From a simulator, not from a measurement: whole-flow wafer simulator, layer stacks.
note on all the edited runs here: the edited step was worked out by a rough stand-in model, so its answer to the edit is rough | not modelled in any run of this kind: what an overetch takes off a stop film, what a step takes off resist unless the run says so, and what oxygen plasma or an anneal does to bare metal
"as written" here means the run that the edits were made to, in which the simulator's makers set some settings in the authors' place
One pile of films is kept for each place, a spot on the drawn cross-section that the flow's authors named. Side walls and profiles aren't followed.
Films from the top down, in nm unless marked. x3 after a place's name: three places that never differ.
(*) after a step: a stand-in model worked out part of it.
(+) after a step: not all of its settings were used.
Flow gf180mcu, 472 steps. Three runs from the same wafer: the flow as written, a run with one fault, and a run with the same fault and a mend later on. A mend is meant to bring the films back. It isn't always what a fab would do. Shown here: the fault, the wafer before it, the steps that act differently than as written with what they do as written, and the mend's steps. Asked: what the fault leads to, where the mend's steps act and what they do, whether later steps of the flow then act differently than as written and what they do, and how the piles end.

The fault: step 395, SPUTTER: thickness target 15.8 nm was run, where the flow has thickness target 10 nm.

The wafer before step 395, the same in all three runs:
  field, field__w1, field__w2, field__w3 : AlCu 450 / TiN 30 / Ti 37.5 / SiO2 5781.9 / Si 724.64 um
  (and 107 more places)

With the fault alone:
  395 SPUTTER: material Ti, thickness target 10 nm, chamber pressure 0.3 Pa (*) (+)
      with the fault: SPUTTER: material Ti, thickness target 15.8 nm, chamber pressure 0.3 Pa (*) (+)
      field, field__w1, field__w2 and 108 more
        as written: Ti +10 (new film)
        with the fault: Ti +15.8 (new film)
  Later steps of the flow that act differently than as written (1 more step differs only slightly, by at most 2% or 0.5 nm, whichever is larger, and isn't shown):
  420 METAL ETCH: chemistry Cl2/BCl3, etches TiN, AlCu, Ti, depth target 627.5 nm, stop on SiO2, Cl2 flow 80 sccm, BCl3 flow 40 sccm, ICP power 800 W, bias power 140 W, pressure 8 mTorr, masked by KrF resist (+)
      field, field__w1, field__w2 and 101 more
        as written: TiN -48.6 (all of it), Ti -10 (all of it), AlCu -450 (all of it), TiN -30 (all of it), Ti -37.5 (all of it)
        with the fault: TiN -48.6 (all of it), Ti -15.8 (all of it), AlCu -450 (all of it), TiN -30 (all of it), Ti -37.5 (all of it)
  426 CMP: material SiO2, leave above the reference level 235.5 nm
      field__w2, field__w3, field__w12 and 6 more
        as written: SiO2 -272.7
        with the fault: SiO2 -266.6
  At the end the piles differ from the flow's by more than 2% or 0.5 nm, whichever is larger, at field__w4, field__w8, contact, m1, m1__w1, mim, mim_1p0, m1_nw.
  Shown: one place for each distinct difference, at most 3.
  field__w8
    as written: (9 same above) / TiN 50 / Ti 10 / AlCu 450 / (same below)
    with the fault: (9 same above) / TiN 50 / Ti 15.8 / AlCu 450 / (same below)
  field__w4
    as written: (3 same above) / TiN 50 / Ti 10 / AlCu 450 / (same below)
    with the fault: (3 same above) / TiN 50 / Ti 15.8 / AlCu 450 / (same below)
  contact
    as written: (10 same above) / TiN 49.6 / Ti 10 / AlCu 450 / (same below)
    with the fault: (10 same above) / TiN 49.6 / Ti 15.8 / AlCu 450 / (same below)

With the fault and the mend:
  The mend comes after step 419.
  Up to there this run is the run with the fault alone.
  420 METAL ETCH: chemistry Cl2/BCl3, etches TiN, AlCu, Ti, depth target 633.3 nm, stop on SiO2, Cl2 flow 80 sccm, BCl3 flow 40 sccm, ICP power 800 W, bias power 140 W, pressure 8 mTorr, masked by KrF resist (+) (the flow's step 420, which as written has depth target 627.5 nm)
      field, field__w1, field__w2 and 101 more
        TiN -48.6 (all of it), Ti -15.8 (all of it), AlCu -450 (all of it), TiN -30 (all of it), Ti -37.5 (all of it)
      field__w4, field__w8, contact, m1, m1__w1, mim, mim_1p0, m1_nw
        KrF resist -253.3
  Later steps of the flow that act differently than as written (2 more steps differ only slightly, by at most 2% or 0.5 nm, whichever is larger, and aren't shown):
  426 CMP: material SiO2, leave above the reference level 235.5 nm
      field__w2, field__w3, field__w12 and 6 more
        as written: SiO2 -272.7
        with the mend: SiO2 -266.6
  At the end the piles differ from the flow's by more than 2% or 0.5 nm, whichever is larger, at field__w4, field__w8, contact, m1, m1__w1, mim, mim_1p0, m1_nw.
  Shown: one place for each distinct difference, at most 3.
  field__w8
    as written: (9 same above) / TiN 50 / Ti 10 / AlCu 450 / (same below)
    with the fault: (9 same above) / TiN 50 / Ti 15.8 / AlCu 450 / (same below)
    with the mend: (9 same above) / TiN 50 / Ti 15.8 / AlCu 450 / (same below)
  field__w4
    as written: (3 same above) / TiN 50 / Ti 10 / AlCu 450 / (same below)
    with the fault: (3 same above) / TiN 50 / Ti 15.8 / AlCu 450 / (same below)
    with the mend: (3 same above) / TiN 50 / Ti 15.8 / AlCu 450 / (same below)
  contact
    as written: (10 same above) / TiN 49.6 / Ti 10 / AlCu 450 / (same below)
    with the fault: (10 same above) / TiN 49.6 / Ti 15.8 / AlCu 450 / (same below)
    with the mend: (10 same above) / TiN 49.6 / Ti 15.8 / AlCu 450 / (same below)
